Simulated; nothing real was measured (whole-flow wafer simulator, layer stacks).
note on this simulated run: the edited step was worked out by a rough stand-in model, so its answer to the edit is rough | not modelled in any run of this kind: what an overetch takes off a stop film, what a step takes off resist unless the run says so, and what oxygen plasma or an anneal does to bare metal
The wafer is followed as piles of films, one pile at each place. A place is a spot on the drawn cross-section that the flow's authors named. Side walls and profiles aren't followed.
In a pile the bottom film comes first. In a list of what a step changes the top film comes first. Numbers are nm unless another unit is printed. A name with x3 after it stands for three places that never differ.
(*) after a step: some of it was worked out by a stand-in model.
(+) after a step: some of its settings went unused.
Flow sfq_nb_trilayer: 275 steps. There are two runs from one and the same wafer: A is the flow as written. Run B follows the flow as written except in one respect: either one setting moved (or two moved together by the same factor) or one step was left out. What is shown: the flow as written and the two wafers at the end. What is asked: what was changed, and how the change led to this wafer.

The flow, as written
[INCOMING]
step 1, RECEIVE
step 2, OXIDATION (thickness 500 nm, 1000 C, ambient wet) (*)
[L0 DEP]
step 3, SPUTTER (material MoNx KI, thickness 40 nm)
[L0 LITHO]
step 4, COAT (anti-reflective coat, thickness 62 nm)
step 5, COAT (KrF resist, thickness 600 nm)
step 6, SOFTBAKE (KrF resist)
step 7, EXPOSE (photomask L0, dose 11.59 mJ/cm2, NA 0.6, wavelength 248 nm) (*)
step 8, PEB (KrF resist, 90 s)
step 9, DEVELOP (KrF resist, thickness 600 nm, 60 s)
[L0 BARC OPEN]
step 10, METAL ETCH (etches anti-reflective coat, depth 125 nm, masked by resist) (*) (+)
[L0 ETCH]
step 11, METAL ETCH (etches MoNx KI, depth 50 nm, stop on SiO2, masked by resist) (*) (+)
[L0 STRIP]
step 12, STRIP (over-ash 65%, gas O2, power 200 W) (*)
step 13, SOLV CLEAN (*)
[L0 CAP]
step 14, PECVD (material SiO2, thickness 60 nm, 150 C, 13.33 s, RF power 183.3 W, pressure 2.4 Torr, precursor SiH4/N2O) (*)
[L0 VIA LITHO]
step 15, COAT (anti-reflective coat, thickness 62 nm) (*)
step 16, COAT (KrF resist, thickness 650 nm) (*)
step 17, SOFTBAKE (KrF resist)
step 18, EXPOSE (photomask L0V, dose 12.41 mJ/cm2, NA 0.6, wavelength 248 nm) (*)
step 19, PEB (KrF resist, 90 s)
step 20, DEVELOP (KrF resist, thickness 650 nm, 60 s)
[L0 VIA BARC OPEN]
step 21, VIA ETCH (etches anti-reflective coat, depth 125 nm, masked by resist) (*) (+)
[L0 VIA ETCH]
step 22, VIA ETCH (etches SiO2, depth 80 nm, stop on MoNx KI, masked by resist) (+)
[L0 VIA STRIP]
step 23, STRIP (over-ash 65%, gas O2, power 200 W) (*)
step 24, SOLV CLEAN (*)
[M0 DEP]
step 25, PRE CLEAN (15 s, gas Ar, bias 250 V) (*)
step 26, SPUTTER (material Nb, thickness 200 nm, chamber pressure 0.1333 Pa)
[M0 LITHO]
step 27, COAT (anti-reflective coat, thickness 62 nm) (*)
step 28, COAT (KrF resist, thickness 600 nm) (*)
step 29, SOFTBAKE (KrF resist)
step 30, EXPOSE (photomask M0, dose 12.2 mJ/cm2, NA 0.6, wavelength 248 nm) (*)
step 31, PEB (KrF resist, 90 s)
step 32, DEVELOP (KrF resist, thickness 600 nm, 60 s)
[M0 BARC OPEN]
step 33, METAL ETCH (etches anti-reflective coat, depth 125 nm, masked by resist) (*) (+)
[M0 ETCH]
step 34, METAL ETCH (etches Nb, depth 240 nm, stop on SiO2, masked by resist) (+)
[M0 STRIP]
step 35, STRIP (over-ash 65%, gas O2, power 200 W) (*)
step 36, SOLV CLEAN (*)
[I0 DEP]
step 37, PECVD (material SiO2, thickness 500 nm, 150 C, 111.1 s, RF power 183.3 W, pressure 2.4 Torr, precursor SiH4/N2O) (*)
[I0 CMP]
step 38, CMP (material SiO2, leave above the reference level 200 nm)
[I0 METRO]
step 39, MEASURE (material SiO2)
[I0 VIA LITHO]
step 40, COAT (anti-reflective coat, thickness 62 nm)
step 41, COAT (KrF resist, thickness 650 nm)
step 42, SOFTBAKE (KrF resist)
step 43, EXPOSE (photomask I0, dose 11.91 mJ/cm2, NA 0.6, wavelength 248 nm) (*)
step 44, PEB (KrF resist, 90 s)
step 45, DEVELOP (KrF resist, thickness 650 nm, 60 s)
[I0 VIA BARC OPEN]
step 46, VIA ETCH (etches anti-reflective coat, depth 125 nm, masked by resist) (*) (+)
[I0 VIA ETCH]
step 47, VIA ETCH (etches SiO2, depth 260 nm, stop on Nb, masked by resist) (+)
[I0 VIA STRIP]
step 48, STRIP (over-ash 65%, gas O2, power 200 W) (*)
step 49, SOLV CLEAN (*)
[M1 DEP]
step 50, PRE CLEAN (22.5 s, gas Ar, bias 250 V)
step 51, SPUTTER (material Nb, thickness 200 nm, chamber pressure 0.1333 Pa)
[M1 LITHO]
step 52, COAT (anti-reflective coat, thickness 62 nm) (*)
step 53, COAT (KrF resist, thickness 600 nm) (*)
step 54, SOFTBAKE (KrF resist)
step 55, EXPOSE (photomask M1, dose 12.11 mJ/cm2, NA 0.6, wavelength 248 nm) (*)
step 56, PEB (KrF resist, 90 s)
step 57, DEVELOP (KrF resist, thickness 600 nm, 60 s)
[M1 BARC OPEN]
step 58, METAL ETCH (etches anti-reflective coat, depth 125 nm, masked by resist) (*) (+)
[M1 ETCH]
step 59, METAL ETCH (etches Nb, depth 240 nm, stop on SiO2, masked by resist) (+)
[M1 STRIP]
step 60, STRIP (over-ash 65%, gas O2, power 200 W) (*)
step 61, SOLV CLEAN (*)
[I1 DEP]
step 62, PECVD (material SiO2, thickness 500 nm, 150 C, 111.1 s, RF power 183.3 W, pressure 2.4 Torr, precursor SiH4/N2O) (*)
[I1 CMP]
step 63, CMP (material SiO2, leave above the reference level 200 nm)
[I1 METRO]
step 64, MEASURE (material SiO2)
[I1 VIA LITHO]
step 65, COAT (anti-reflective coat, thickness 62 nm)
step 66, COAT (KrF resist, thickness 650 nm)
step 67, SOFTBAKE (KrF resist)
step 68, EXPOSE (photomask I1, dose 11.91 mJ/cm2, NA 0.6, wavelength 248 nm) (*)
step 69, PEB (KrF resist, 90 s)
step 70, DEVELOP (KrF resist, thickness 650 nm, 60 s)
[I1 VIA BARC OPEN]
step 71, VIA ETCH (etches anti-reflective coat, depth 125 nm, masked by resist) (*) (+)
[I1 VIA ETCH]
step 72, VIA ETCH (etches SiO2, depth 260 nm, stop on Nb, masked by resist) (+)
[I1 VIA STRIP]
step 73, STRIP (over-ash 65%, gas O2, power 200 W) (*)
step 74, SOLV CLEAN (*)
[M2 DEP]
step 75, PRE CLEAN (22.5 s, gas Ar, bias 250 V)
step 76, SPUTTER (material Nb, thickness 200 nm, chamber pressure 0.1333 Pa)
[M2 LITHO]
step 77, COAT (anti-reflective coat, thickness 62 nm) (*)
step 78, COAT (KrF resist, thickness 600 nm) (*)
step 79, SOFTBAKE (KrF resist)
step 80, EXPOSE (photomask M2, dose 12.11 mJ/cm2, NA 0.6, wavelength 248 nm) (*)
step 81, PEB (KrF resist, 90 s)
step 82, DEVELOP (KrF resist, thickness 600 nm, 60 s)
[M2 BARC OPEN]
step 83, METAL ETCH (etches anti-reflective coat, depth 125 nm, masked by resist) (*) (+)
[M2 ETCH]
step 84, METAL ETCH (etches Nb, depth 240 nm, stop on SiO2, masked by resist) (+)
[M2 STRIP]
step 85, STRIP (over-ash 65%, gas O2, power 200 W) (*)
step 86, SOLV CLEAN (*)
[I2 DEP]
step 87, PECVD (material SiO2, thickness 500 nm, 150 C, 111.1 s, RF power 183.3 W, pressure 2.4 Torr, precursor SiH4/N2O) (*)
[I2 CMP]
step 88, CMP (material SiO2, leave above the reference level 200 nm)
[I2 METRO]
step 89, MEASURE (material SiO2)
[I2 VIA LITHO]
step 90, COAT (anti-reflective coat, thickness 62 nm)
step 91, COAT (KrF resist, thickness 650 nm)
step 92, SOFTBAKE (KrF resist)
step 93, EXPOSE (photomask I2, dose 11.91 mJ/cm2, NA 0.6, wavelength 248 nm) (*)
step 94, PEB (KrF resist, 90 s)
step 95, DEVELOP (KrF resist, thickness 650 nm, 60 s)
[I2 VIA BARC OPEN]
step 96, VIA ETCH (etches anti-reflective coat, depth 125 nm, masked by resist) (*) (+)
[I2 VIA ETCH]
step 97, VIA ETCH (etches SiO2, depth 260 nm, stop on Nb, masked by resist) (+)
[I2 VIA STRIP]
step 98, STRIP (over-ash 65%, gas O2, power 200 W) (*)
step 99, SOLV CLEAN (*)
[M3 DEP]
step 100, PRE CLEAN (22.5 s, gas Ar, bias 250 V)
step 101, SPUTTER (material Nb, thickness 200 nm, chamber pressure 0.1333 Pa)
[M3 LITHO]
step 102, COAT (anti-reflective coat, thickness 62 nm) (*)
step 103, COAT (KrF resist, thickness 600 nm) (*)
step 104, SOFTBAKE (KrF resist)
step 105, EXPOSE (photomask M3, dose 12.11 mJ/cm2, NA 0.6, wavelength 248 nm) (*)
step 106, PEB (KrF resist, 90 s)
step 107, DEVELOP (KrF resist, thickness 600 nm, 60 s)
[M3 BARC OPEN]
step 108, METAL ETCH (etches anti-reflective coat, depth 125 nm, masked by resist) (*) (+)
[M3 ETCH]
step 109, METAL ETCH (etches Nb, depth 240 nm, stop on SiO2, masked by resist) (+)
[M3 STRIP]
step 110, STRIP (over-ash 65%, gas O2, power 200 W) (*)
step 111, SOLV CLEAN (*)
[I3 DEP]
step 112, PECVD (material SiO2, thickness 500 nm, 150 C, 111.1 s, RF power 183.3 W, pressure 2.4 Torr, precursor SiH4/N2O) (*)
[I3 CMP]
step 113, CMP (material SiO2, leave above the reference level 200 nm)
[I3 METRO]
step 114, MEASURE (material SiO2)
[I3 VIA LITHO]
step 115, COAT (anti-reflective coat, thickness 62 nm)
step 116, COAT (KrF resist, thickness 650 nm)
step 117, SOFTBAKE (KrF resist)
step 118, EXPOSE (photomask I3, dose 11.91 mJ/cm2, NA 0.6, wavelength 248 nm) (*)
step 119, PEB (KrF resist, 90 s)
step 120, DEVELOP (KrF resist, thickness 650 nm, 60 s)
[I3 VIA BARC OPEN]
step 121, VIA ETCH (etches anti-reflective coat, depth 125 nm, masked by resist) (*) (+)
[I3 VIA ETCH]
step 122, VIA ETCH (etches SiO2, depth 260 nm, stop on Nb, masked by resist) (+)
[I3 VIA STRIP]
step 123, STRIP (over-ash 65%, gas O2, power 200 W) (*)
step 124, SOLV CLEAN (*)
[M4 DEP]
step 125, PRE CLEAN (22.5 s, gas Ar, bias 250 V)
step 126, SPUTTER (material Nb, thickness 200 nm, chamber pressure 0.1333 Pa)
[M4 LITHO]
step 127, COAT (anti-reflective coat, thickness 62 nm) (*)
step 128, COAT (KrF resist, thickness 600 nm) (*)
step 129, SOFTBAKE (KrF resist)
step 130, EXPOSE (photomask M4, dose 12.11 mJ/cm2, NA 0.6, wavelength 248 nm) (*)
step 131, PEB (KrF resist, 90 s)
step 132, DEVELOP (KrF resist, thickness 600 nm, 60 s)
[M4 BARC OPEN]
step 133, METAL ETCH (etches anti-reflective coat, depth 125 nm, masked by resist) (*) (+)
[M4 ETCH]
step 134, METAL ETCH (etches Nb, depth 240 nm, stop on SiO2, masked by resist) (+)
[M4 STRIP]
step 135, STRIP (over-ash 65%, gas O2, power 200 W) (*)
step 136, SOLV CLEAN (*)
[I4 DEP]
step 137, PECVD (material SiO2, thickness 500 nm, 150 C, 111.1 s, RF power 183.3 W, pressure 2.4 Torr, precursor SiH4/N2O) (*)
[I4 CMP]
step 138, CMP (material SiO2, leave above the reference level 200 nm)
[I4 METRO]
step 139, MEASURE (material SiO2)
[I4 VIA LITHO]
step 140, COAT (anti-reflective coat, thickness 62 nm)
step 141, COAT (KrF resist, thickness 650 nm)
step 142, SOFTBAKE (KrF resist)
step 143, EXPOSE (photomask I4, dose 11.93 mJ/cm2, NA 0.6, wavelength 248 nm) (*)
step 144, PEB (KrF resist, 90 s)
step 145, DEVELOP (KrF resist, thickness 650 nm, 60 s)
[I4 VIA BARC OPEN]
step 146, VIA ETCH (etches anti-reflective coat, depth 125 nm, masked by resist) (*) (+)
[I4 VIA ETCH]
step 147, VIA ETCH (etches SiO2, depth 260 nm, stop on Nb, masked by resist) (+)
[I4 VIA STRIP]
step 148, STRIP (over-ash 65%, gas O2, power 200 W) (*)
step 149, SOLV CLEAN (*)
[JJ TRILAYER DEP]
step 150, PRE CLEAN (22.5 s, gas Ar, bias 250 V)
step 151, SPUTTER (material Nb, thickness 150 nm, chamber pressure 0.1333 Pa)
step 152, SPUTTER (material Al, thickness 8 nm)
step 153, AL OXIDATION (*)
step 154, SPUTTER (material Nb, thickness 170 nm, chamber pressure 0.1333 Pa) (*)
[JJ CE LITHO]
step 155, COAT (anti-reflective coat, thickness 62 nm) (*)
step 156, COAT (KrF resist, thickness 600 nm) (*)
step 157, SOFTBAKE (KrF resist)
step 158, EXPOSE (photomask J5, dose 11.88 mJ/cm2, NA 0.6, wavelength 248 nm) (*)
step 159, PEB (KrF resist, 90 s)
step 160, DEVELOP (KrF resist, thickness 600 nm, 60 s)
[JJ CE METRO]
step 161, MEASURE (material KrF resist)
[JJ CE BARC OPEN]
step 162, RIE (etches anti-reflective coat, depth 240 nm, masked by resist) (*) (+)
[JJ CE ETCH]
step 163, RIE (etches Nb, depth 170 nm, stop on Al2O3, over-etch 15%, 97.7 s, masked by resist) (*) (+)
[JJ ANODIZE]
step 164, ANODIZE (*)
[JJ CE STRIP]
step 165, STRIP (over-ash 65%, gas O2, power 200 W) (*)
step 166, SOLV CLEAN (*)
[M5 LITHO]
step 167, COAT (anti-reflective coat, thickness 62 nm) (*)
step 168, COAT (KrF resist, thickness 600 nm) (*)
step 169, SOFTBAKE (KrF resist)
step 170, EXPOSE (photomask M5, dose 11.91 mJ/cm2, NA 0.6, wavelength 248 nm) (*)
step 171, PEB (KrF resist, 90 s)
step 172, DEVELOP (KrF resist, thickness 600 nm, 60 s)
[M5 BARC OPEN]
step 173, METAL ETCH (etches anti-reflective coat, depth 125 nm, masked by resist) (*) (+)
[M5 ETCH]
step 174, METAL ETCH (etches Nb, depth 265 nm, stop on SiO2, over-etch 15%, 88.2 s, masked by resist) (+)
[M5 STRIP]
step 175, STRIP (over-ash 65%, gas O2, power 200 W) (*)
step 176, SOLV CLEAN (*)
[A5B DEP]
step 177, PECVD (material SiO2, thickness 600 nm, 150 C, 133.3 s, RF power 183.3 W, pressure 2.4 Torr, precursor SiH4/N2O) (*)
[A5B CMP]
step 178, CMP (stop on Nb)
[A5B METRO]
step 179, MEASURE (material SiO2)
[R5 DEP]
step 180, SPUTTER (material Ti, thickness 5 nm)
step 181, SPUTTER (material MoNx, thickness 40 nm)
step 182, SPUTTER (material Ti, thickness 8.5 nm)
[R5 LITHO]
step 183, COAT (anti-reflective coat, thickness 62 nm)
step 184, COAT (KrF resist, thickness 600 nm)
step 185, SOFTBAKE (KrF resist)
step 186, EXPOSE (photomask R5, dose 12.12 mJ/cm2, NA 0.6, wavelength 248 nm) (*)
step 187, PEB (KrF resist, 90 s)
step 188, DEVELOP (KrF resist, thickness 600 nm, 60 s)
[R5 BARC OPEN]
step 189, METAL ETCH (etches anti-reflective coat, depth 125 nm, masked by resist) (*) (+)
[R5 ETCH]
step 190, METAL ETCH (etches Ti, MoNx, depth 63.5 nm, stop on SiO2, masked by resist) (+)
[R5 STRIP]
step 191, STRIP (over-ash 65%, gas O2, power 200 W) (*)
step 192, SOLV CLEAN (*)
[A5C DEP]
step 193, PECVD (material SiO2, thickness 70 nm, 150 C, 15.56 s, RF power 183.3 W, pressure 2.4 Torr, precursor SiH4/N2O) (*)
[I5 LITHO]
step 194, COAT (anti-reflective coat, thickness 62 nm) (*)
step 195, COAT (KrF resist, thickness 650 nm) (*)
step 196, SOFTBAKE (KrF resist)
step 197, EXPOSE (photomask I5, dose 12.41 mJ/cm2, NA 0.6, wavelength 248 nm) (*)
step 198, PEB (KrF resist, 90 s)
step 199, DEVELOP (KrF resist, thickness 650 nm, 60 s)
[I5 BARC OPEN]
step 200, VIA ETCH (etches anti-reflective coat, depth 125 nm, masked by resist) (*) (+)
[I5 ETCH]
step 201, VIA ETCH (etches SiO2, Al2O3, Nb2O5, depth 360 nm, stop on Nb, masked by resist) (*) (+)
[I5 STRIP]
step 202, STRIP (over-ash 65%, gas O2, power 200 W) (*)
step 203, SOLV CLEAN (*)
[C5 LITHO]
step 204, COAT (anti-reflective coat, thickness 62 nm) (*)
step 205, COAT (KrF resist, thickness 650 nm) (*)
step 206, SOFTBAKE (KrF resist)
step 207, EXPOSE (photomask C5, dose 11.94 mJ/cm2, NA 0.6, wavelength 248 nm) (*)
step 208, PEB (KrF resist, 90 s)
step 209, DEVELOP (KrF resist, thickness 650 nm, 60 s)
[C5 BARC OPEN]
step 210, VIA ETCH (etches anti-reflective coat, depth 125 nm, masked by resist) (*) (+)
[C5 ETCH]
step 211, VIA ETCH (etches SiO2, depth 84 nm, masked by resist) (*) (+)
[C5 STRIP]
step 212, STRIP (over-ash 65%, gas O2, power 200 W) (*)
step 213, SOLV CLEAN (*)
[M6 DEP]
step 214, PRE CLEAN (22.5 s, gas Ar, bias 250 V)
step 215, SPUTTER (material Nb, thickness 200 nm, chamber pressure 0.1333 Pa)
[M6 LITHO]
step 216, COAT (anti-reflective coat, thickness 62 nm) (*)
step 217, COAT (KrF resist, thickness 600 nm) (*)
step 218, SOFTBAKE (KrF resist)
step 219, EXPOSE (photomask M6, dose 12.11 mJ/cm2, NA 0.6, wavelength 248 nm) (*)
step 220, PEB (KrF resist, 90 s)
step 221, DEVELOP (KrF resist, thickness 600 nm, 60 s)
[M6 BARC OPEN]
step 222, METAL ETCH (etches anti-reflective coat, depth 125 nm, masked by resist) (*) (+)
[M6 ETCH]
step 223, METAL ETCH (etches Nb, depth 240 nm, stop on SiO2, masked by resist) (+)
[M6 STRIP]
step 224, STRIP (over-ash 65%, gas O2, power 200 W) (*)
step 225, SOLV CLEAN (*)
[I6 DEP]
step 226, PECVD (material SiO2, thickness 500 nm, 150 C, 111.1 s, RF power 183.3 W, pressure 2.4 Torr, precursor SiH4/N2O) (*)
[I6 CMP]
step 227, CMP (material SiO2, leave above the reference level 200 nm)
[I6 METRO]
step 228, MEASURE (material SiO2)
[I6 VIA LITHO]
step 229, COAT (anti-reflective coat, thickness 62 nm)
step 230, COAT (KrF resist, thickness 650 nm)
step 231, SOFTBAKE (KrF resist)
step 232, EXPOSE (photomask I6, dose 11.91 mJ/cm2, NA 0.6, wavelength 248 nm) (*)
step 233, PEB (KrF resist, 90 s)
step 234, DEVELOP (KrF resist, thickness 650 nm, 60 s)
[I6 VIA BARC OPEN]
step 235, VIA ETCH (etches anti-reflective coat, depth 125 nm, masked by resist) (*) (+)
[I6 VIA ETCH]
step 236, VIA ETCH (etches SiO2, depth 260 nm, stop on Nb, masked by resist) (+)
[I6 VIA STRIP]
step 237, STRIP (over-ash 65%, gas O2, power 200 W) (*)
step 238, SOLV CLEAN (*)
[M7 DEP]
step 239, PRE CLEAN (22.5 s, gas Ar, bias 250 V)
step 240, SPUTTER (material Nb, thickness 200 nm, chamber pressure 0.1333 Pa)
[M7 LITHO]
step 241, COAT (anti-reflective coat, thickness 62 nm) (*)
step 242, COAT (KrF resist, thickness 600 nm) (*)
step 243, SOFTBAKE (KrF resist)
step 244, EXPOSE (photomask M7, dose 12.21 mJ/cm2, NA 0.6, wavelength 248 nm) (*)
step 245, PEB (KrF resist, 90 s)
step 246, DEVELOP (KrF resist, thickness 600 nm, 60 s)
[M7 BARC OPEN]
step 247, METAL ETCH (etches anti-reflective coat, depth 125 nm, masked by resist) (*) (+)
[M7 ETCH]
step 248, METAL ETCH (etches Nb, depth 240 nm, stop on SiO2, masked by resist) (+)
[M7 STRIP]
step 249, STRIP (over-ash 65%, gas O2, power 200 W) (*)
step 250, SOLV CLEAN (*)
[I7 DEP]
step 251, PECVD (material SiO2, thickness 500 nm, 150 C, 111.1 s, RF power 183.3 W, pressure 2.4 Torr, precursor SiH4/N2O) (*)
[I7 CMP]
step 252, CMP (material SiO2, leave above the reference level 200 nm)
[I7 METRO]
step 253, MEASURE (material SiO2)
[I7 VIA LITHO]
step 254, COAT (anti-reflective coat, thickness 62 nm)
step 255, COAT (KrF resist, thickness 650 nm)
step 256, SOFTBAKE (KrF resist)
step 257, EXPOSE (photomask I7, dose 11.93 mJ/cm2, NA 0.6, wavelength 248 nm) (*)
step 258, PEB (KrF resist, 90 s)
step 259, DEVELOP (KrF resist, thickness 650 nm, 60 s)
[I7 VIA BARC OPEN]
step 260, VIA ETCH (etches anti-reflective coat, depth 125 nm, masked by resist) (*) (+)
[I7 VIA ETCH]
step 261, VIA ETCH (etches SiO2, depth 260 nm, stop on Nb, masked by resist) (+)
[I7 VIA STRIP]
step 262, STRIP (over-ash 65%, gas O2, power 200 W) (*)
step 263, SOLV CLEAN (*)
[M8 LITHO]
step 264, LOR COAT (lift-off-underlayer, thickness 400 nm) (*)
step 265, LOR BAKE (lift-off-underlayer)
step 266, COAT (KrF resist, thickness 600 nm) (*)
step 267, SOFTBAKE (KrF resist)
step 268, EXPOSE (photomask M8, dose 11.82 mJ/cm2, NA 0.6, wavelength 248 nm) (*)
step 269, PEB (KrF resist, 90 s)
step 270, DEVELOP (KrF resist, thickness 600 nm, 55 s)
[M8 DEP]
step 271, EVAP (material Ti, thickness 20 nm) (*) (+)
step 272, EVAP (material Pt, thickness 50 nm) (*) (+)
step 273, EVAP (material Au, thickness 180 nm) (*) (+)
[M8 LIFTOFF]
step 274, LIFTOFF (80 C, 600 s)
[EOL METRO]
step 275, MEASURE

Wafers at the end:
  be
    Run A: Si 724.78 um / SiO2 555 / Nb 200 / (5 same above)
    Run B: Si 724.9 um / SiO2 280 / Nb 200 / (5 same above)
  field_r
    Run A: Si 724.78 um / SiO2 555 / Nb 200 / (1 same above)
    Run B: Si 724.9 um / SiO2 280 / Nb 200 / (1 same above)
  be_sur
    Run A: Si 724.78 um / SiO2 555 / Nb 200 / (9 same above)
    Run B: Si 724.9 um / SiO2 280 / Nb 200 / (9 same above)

Cause: step 2, OXIDATION: thickness 225 nm was run, whereas the flow has thickness 500 nm.

Step by step, how the change led to this:
  step 2, OXIDATION (thickness 500 nm, 1000 C, ambient wet) (*)
      field_l, v_sur, via_wl and 103 more: A SiO2 gains 500 (new film), chemical SiO2 loses 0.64 (all of it), Si loses 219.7 | B SiO2 gains 225 (new film), chemical SiO2 loses 0.64 (all of it), Si loses 98.7
